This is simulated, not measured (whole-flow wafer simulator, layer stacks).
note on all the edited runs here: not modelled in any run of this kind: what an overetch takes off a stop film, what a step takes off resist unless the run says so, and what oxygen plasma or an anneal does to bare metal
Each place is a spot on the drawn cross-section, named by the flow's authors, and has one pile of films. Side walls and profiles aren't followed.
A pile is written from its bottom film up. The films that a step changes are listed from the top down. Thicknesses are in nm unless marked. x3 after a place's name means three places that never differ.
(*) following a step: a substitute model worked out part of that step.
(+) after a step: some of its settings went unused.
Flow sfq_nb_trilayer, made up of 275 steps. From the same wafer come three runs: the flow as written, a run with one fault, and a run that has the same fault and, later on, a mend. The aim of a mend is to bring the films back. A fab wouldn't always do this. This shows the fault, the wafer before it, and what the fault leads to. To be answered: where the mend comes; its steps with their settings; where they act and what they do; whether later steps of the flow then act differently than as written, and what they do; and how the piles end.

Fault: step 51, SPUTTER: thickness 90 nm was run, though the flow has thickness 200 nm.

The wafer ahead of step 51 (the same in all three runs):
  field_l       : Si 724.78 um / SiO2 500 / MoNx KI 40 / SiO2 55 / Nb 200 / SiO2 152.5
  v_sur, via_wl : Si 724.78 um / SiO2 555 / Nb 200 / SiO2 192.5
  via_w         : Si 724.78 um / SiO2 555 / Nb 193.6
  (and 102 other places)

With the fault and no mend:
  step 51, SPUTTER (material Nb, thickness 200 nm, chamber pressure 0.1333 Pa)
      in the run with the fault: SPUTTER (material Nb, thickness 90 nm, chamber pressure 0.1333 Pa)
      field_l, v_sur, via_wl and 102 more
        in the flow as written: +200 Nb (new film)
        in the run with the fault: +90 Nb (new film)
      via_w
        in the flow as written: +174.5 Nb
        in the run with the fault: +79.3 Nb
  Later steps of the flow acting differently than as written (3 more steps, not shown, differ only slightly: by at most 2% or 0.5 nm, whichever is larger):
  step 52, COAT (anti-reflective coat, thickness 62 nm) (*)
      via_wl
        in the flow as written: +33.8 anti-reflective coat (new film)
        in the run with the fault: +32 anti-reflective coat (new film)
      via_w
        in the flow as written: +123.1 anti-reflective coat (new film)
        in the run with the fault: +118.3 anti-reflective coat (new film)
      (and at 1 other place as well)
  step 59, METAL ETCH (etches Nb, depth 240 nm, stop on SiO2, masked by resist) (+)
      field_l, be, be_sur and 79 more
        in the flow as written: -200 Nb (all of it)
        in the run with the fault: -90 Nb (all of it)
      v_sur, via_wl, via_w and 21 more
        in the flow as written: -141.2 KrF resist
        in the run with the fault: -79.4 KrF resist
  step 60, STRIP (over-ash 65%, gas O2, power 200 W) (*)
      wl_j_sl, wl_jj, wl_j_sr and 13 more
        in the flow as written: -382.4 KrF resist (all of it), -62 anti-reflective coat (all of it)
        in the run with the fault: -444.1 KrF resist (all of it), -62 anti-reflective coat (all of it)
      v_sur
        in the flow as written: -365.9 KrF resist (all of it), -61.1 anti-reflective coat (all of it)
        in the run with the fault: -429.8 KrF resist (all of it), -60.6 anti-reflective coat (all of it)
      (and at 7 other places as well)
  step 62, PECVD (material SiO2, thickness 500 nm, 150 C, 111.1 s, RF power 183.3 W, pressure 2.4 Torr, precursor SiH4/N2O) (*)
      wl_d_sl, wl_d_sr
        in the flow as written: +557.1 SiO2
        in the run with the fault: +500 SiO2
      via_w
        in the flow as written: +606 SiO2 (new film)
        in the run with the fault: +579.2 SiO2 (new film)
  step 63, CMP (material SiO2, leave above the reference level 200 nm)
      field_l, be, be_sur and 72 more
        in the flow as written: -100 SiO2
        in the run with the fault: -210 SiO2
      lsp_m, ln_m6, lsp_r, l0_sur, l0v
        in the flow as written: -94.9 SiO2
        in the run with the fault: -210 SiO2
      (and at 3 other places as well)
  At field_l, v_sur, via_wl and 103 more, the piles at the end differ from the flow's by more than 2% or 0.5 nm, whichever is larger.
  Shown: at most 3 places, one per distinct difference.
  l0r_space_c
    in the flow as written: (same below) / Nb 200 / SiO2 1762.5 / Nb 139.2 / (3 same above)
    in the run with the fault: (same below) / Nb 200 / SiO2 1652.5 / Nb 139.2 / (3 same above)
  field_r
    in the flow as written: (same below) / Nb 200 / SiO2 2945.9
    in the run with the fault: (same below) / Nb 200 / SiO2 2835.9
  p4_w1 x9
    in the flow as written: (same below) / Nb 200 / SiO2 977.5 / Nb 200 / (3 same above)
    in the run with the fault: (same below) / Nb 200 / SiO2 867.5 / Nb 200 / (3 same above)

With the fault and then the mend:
  The mend follows step 51.
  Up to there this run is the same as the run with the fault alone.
  step 51a, SPUTTER (material Nb, thickness 110 nm, chamber pressure 0.1333 Pa) (the flow's step 51 again, with other settings)
      field_l, v_sur, via_wl and 102 more
        +110 Nb
      via_w
        +90.9 Nb
  None of the later steps of the flow differs from how it acts as written, at any place that is followed, by more than 2% or 0.5 nm, whichever is larger.
  At the end the piles are close to the flow's at the places that both follow, differing by at most 2% or 0.5 nm, whichever is larger.
